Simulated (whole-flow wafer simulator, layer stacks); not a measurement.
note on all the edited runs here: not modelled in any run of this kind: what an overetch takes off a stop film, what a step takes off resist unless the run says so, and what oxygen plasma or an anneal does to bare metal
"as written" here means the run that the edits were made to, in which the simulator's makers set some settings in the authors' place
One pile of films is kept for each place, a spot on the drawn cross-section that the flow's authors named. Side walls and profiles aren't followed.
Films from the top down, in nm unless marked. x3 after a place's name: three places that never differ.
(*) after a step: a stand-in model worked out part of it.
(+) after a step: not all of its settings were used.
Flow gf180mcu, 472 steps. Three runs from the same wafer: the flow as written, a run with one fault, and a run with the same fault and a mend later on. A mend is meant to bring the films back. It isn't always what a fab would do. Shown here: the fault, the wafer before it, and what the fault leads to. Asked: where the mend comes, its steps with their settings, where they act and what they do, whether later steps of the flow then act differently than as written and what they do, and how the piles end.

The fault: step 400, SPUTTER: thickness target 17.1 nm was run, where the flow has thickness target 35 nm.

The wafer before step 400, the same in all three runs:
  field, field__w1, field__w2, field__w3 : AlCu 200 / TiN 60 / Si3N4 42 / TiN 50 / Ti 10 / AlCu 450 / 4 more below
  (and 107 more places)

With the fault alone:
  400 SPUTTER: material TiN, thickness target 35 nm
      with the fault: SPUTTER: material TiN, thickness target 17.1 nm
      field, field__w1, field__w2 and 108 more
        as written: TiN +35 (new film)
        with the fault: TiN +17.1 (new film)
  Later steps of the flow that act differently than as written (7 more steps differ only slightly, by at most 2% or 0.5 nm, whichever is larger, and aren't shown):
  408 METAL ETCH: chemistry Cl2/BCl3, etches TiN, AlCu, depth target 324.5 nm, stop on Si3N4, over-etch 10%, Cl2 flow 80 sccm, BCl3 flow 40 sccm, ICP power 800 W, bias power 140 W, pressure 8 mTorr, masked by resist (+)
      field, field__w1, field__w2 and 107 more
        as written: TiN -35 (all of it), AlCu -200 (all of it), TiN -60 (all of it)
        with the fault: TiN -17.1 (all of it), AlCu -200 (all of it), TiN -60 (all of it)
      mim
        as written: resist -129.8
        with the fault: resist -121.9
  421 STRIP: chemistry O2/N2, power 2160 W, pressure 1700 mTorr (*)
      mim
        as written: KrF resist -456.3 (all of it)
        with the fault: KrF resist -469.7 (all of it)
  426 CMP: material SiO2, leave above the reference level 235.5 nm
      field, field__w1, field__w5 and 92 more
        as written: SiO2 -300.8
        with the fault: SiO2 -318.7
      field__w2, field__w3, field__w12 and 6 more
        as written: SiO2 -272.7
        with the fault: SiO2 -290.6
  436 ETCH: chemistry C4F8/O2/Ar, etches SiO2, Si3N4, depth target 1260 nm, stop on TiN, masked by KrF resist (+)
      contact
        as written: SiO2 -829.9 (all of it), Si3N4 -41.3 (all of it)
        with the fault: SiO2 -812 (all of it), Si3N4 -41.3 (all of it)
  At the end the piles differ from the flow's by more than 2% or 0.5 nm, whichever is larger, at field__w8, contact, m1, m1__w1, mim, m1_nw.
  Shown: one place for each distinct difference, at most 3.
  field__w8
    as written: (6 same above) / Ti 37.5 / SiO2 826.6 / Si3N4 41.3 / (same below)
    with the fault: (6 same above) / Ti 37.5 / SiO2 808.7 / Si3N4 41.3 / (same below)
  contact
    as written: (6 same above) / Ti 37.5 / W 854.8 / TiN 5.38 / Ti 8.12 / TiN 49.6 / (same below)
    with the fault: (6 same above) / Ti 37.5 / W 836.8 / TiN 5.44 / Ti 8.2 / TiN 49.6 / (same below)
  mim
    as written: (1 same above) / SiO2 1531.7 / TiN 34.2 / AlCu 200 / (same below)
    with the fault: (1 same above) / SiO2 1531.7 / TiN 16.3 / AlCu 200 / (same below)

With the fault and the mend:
  The mend comes after step 400.
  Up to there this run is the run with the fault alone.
  400a SPUTTER: material TiN, thickness target 17.9 nm (the flow's step 400 once more, with other settings)
      field, field__w1, field__w2 and 108 more
        TiN +17.9
  No later step of the flow acts differently than as written at any place that is followed.
  At the end the piles are the same as the flow's at every place that both follow.
